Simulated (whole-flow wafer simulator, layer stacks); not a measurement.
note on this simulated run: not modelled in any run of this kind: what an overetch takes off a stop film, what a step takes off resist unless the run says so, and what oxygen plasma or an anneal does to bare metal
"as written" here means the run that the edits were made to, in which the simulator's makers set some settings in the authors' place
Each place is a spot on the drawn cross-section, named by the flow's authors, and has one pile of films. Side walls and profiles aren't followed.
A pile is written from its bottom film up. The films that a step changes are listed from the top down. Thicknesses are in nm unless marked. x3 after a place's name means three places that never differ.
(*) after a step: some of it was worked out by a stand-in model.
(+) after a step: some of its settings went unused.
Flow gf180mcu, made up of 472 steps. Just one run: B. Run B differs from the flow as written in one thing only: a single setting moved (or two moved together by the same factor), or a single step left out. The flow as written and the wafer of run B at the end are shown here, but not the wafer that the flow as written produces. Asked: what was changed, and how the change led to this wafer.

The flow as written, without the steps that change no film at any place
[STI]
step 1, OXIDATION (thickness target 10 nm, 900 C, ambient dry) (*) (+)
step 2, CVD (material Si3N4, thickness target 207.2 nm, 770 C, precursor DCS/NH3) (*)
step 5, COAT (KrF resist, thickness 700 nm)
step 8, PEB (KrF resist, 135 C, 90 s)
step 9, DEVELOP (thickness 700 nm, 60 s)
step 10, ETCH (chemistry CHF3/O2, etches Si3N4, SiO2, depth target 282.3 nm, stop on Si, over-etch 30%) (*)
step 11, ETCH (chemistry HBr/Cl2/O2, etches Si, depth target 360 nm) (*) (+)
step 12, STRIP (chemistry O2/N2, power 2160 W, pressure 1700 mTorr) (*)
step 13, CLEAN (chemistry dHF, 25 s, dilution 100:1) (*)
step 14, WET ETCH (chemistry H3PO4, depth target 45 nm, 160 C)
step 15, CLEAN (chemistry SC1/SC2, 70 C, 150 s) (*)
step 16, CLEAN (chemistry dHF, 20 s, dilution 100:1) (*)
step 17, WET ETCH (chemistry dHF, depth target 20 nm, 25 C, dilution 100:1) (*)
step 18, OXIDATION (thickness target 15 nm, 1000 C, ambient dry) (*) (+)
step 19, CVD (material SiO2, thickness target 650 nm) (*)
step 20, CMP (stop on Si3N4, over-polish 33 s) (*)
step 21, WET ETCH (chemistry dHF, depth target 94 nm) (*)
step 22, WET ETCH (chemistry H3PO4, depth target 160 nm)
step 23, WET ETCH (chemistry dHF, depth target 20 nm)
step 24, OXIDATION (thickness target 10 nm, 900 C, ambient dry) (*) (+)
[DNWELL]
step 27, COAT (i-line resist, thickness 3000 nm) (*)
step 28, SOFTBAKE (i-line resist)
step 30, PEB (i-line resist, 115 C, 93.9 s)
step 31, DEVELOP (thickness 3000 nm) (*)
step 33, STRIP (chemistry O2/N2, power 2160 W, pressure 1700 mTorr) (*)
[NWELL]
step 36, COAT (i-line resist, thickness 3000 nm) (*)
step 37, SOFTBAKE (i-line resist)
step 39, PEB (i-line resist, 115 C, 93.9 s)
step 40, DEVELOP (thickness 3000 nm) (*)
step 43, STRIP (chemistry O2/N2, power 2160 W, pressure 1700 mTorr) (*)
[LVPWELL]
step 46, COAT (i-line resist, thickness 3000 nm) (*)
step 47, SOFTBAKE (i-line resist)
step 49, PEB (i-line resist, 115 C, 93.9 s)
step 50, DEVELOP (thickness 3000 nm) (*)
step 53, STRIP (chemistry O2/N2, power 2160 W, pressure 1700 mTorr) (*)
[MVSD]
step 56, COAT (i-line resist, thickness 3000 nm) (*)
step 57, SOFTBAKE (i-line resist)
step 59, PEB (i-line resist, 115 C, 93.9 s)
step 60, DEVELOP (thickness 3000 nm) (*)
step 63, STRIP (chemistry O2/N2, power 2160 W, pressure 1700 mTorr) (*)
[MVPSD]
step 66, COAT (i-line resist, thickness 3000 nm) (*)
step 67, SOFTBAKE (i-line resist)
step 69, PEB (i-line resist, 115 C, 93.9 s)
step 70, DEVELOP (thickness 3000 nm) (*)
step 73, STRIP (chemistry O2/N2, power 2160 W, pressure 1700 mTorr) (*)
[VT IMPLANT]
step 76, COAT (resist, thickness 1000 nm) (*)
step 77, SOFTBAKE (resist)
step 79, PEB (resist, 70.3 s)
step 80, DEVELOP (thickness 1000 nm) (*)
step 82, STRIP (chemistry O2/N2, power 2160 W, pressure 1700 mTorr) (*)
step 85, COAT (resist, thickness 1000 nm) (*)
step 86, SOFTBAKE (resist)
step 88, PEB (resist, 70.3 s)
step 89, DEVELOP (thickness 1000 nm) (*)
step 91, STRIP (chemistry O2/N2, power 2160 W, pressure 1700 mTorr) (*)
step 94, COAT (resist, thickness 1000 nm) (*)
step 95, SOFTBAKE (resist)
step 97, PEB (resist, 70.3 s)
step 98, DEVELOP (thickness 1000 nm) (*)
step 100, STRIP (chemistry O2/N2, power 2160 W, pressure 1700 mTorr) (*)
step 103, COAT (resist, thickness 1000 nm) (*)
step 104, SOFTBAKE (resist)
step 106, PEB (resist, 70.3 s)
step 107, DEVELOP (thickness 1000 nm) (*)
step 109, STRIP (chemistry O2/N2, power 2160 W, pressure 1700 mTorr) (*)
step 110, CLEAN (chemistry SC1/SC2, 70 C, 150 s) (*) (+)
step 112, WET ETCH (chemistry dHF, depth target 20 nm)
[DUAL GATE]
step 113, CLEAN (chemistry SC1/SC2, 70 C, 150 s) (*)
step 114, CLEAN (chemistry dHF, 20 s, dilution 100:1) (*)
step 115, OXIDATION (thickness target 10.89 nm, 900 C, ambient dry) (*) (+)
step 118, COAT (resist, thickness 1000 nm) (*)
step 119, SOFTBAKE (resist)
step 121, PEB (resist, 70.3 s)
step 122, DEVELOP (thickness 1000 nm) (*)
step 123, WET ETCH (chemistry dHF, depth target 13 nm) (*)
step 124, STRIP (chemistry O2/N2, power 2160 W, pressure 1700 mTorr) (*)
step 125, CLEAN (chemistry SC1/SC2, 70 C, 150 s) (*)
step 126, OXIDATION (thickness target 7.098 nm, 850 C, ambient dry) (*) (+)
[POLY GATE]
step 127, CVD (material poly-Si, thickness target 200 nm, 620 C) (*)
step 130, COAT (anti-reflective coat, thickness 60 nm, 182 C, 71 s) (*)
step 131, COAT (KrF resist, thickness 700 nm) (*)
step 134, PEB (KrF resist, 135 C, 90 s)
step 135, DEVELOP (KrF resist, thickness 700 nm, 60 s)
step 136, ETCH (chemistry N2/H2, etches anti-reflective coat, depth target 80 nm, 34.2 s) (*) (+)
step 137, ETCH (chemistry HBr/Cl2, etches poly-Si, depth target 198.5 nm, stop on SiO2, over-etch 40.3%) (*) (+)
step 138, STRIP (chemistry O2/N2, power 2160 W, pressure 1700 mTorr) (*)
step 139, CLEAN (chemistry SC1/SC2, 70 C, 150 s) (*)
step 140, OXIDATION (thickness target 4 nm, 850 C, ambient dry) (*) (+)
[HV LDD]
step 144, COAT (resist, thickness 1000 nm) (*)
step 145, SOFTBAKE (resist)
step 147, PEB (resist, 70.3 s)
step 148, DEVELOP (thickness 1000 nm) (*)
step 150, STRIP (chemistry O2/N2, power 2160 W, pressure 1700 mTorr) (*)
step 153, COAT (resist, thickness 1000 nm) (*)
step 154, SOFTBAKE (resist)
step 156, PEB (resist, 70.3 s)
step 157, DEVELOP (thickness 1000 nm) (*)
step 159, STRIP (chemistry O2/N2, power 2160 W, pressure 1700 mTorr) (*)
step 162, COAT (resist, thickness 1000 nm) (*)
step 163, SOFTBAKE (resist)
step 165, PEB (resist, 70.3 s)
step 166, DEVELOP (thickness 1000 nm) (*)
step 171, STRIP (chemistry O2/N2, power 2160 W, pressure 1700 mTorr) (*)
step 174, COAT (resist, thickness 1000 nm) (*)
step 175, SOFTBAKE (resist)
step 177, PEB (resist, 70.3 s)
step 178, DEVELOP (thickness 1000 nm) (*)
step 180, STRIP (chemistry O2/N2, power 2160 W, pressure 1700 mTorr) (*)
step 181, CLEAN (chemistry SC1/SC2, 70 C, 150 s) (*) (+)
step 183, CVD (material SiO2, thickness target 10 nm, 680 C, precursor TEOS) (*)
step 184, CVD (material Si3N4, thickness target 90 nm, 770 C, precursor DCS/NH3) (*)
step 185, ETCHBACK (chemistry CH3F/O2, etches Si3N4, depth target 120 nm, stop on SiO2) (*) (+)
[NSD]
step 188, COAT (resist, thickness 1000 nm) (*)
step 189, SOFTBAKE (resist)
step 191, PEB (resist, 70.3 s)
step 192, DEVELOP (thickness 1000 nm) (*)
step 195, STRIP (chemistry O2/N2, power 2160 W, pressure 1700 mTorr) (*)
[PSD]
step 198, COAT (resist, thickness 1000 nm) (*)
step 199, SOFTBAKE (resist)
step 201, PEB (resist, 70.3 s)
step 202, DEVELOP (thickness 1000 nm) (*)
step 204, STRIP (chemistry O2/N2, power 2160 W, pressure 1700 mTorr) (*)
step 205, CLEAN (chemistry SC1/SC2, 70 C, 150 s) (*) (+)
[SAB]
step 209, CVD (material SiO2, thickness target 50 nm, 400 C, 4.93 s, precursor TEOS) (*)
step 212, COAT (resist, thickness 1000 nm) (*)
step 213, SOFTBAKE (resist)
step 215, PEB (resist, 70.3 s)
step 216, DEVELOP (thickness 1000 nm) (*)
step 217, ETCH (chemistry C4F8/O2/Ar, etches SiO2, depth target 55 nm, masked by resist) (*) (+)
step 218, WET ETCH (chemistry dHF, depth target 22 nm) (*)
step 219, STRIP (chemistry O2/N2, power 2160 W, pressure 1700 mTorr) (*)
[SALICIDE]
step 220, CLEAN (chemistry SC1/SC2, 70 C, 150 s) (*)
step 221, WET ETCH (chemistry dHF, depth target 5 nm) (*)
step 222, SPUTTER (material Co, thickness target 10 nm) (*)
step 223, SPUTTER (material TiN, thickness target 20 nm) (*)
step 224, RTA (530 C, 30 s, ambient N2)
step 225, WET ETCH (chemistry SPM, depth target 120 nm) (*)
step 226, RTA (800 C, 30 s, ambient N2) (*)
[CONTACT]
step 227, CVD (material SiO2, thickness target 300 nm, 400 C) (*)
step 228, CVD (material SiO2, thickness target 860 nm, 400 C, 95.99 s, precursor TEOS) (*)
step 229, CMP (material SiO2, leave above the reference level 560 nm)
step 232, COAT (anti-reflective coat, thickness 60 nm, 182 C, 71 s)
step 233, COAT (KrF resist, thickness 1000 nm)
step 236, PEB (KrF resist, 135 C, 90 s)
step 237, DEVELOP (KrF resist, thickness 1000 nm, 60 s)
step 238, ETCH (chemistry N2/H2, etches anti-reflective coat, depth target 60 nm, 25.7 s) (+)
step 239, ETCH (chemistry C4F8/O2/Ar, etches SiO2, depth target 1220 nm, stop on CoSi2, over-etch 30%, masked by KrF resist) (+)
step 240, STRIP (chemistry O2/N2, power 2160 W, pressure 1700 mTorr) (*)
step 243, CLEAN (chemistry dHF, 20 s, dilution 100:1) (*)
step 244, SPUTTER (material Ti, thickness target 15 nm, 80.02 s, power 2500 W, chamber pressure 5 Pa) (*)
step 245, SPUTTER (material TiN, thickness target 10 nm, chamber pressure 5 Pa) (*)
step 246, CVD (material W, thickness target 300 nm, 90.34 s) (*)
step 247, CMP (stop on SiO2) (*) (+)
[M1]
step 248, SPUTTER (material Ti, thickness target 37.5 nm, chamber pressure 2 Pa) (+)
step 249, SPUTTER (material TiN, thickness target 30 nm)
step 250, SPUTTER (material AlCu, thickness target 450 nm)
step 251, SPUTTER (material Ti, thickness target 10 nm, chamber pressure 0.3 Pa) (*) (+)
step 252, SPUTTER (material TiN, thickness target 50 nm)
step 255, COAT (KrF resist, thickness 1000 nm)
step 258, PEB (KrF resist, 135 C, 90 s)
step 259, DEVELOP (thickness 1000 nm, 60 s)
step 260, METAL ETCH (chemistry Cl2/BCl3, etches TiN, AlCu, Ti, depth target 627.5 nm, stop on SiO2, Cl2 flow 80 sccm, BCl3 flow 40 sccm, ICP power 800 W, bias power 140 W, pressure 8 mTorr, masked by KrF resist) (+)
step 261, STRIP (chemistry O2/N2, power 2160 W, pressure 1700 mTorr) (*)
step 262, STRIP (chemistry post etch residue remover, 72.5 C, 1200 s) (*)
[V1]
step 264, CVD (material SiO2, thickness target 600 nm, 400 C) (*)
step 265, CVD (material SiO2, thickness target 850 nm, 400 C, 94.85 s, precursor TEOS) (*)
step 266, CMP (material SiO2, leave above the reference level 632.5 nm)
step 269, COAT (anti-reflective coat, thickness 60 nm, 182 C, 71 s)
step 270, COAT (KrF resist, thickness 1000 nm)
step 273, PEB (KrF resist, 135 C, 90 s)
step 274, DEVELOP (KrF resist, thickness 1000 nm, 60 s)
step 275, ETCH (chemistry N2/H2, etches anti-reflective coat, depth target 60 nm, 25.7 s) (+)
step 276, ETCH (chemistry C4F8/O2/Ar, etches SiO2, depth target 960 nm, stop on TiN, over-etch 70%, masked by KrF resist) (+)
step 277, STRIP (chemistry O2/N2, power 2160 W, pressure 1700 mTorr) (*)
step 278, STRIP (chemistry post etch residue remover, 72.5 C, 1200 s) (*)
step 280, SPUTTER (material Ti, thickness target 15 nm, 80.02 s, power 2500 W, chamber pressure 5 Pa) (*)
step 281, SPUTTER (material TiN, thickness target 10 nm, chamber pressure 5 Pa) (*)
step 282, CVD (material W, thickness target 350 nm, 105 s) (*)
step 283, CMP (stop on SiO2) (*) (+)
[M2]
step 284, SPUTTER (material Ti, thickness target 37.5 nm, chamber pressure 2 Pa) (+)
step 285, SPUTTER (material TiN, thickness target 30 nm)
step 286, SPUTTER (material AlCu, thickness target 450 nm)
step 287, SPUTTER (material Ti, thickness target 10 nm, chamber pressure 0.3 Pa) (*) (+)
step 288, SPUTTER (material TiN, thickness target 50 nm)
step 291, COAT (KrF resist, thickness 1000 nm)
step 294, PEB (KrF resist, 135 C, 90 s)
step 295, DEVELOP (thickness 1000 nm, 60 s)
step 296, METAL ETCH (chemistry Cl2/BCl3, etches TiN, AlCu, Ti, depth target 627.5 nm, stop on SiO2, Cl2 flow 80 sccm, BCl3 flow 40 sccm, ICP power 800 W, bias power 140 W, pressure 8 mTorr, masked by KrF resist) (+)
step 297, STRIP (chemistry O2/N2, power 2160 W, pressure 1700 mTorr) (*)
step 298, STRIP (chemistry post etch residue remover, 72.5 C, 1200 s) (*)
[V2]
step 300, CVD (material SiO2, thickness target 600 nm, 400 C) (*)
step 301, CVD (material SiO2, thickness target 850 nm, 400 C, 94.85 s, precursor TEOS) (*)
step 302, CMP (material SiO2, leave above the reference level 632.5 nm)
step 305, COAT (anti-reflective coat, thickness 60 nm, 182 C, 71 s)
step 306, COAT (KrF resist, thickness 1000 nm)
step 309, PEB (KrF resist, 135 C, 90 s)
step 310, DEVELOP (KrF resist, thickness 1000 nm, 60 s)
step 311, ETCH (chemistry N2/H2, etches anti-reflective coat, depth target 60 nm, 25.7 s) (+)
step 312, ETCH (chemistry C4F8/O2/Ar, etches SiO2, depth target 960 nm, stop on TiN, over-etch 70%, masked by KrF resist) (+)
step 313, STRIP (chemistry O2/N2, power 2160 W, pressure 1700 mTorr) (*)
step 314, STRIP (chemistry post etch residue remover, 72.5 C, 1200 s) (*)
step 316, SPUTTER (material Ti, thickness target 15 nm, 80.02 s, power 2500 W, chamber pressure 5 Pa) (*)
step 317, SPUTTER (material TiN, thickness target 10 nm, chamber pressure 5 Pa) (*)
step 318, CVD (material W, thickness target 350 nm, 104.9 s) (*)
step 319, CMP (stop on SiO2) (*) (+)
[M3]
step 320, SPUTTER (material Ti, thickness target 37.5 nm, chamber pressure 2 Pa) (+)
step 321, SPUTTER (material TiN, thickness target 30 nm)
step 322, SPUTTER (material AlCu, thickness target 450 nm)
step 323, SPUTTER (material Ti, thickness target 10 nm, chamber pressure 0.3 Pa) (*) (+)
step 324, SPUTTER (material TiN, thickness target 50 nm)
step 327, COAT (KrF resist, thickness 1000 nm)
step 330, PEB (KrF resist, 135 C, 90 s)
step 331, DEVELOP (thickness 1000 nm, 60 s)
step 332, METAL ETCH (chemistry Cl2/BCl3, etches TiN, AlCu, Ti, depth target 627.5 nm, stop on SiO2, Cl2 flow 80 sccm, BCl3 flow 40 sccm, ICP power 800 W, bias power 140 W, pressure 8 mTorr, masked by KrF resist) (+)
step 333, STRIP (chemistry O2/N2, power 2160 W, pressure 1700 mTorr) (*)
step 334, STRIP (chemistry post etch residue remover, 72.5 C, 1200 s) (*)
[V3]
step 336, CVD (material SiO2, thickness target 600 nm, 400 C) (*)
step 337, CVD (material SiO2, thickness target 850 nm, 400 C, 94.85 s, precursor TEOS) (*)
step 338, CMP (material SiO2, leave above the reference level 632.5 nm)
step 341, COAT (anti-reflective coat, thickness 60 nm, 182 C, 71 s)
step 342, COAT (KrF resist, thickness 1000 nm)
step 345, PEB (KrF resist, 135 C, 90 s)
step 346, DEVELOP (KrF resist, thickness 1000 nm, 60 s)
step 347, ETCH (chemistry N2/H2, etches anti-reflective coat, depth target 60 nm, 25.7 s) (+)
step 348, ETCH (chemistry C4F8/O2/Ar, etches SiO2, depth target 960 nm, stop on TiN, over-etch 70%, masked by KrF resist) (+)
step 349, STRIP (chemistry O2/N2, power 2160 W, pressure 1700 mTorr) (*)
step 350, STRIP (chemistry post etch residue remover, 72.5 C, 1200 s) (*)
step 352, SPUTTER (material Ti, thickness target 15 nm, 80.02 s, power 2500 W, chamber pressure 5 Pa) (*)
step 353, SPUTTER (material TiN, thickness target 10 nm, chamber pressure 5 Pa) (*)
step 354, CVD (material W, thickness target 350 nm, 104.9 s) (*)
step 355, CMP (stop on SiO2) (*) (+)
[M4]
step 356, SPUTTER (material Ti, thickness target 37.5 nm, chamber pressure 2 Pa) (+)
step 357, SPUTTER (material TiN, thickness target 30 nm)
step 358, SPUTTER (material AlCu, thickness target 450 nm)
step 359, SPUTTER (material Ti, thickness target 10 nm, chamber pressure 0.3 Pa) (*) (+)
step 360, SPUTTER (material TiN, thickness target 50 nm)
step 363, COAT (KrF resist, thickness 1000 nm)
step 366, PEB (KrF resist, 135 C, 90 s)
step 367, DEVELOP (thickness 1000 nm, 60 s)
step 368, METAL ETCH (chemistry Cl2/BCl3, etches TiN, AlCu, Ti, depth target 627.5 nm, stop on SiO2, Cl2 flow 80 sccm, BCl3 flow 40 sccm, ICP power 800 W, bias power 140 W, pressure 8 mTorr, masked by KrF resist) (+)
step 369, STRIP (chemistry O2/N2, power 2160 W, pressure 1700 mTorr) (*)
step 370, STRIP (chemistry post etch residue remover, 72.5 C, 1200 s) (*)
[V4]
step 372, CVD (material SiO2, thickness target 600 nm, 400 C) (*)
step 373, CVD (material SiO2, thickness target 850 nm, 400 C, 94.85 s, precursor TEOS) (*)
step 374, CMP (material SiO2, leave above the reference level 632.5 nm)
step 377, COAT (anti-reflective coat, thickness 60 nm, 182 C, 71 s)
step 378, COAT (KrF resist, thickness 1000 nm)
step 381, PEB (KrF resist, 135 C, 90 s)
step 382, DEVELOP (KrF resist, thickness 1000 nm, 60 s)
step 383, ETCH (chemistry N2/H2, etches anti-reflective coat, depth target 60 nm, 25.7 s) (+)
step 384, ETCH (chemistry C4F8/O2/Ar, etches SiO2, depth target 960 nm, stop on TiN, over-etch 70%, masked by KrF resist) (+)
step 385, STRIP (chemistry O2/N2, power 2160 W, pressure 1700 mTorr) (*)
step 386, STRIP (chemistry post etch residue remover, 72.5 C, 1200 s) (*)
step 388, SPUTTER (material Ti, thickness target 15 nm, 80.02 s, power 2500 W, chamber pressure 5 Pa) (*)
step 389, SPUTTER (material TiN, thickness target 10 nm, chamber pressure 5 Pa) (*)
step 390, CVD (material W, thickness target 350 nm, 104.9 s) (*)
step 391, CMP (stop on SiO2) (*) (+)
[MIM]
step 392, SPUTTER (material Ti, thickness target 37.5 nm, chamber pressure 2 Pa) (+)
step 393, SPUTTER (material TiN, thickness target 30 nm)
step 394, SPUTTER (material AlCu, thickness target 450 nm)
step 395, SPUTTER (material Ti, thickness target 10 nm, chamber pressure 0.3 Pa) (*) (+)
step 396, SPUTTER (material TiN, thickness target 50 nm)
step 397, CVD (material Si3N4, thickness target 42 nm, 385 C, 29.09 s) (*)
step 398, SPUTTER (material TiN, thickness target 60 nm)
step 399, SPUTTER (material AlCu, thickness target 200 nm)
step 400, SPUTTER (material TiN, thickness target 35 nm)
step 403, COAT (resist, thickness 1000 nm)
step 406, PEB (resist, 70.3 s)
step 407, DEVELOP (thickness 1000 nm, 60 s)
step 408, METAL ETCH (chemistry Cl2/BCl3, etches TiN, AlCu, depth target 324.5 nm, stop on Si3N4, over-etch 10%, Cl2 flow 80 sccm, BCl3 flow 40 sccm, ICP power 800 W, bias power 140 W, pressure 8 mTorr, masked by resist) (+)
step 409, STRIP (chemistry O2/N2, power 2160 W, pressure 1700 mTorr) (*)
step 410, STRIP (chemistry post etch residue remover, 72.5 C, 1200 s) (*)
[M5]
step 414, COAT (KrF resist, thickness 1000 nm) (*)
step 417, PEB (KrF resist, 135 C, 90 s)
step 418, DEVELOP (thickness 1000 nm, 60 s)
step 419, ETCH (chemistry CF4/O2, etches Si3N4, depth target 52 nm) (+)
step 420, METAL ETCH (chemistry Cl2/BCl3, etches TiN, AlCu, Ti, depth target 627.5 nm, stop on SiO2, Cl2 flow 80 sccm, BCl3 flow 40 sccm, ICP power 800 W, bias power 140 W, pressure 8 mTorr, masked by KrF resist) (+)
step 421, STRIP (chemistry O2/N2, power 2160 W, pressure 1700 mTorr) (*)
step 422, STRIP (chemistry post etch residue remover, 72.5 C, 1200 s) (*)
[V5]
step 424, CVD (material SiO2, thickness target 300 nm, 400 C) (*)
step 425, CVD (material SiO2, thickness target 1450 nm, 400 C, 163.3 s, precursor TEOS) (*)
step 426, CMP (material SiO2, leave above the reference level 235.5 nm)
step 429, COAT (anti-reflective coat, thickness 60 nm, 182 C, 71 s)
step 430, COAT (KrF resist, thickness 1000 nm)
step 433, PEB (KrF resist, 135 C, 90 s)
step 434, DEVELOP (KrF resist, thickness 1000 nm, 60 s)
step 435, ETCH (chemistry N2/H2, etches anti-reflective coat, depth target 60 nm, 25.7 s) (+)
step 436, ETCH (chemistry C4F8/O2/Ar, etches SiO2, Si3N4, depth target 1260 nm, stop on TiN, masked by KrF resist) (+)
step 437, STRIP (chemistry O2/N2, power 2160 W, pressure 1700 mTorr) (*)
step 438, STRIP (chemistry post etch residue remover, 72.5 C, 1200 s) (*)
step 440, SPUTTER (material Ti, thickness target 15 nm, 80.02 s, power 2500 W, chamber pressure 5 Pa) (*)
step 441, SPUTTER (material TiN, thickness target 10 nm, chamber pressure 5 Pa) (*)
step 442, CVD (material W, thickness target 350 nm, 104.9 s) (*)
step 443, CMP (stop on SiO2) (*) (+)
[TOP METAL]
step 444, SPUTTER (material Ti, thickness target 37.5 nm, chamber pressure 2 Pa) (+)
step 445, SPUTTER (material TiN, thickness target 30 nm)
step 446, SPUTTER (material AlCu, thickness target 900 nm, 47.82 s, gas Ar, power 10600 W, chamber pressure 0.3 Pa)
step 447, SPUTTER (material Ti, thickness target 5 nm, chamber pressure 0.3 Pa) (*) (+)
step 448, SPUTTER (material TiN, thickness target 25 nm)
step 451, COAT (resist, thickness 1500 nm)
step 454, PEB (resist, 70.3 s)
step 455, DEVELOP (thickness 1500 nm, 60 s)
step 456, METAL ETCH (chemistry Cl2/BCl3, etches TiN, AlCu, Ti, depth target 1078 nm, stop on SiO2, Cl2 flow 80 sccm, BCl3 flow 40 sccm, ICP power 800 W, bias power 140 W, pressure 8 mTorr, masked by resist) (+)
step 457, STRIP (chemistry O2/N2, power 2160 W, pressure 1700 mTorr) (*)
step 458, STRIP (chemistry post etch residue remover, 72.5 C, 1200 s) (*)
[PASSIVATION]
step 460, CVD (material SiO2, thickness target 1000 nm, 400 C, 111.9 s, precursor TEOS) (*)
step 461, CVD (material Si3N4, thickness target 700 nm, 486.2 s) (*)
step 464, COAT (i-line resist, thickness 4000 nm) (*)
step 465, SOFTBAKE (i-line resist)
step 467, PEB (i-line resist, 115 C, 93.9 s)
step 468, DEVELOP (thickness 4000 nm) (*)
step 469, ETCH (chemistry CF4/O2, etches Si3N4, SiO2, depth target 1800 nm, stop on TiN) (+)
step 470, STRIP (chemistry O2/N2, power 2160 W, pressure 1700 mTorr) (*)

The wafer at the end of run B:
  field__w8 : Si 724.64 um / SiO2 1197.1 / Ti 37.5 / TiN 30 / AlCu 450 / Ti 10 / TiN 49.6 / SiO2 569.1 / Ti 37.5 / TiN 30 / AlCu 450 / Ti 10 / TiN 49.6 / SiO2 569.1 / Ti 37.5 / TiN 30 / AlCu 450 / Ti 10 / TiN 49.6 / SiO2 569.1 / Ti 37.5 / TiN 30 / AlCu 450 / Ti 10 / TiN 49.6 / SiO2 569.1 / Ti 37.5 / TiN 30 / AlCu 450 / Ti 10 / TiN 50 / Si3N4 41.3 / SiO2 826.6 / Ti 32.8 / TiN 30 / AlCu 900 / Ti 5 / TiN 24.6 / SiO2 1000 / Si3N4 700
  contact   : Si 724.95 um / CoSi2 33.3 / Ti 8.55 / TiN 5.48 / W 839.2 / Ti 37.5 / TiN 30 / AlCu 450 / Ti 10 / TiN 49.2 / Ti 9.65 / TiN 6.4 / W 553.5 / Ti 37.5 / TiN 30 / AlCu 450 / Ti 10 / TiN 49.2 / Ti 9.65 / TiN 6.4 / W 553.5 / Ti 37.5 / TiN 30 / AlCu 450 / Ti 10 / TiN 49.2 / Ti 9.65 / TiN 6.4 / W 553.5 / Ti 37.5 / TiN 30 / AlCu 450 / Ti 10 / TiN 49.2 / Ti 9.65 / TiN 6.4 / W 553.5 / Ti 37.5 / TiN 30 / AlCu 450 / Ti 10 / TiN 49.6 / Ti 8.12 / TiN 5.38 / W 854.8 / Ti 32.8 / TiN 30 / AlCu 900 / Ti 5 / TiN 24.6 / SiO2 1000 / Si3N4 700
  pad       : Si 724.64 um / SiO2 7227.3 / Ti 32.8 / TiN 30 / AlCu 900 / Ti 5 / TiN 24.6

What caused this: step 444, SPUTTER: thickness target 32.8 nm was run, whereas the flow has thickness target 37.5 nm.
The wafer itself shows it: field__w8 has Ti 32.8, and step 444 as written asks for 37.5 nm.

The path from the change to this, step by step:
  step 444, SPUTTER (material Ti, thickness target 37.5 nm, chamber pressure 2 Pa) (+)
      field, field__w1, field__w2 and 109 more: Ti gains 32.8 (new film) (it would be, as written: Ti gains 37.5 (new film))
  step 456, METAL ETCH (chemistry Cl2/BCl3, etches TiN, AlCu, Ti, depth target 1078 nm, stop on SiO2, Cl2 flow 80 sccm, BCl3 flow 40 sccm, ICP power 800 W, bias power 140 W, pressure 8 mTorr, masked by resist) (+)
      field, field__w1, field__w2 and 103 more: TiN loses 25 (all of it), Ti loses 5 (all of it), AlCu loses 900 (all of it), TiN loses 30 (all of it), Ti loses 32.8 (all of it) (it would be, as written: TiN loses 25 (all of it), Ti loses 5 (all of it), AlCu loses 900 (all of it), TiN loses 30 (all of it), Ti loses 37.5 (all of it))
